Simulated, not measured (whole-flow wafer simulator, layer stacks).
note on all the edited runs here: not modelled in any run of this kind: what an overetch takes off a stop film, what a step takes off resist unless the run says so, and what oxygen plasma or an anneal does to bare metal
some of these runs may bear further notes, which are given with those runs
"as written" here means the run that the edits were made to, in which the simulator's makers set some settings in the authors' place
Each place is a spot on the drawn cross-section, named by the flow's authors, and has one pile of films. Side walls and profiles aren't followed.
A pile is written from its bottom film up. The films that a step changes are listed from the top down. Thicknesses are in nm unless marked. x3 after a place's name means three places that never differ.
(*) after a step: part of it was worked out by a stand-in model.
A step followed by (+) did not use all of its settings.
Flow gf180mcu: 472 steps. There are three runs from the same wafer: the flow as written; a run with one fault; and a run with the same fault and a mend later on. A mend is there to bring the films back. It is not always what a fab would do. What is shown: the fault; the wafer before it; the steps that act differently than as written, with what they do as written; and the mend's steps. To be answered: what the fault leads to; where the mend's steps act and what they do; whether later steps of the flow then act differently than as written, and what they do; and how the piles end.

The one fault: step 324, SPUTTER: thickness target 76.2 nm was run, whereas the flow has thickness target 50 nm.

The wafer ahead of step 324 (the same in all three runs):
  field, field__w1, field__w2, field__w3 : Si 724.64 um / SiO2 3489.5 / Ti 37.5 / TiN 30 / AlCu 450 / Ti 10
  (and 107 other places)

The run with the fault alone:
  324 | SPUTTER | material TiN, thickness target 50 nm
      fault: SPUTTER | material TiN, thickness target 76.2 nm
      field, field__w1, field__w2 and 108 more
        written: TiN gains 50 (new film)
        fault: TiN gains 76.2 (new film)
  Later steps of the flow acting differently than as written (not shown: 3 more steps that differ only slightly, by at most 2% or 0.5 nm, whichever is larger):
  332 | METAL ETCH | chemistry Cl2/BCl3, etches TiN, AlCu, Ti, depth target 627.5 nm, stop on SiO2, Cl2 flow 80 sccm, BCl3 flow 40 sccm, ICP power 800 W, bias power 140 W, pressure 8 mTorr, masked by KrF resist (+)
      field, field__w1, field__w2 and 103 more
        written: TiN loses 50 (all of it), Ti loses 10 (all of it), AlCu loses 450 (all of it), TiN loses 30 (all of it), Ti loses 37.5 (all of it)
        fault: TiN loses 76.2 (all of it), Ti loses 10 (all of it), AlCu loses 450 (all of it), TiN loses 30 (all of it), Ti loses 37.5 (all of it)
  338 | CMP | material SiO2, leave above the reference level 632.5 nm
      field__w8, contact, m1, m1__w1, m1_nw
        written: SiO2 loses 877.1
        fault: SiO2 loses 903.3
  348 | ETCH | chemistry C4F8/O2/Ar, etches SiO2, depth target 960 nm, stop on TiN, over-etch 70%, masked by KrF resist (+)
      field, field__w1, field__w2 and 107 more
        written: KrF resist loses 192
        fault: KrF resist loses 185.7
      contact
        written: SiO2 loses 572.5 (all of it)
        fault: SiO2 loses 546.3 (all of it)
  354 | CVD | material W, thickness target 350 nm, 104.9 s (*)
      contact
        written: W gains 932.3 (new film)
        fault: W gains 905.8 (new film)
  At field__w8, contact, m1, m1__w1, m1_nw, the piles at the end differ from the flow's by more than 2% or 0.5 nm, whichever is larger.
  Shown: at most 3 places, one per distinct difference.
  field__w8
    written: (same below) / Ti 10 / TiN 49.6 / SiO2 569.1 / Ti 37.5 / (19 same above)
    fault: (same below) / Ti 10 / TiN 75.8 / SiO2 542.9 / Ti 37.5 / (19 same above)
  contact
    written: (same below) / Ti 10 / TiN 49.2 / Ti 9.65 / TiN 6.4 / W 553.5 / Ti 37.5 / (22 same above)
    fault: (same below) / Ti 10 / TiN 75.4 / Ti 9.8 / TiN 6.5 / W 527.1 / Ti 37.5 / (22 same above)

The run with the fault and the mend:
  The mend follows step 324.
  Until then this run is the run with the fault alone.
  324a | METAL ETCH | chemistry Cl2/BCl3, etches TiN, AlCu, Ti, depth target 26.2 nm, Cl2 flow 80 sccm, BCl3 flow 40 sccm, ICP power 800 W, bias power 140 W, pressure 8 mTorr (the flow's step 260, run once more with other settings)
      field, field__w1, field__w2 and 108 more
        TiN loses 26.2
  None of the later steps of the flow acts differently than as written at any place that is followed.
  The piles end the same as the flow's at every place that both follow.
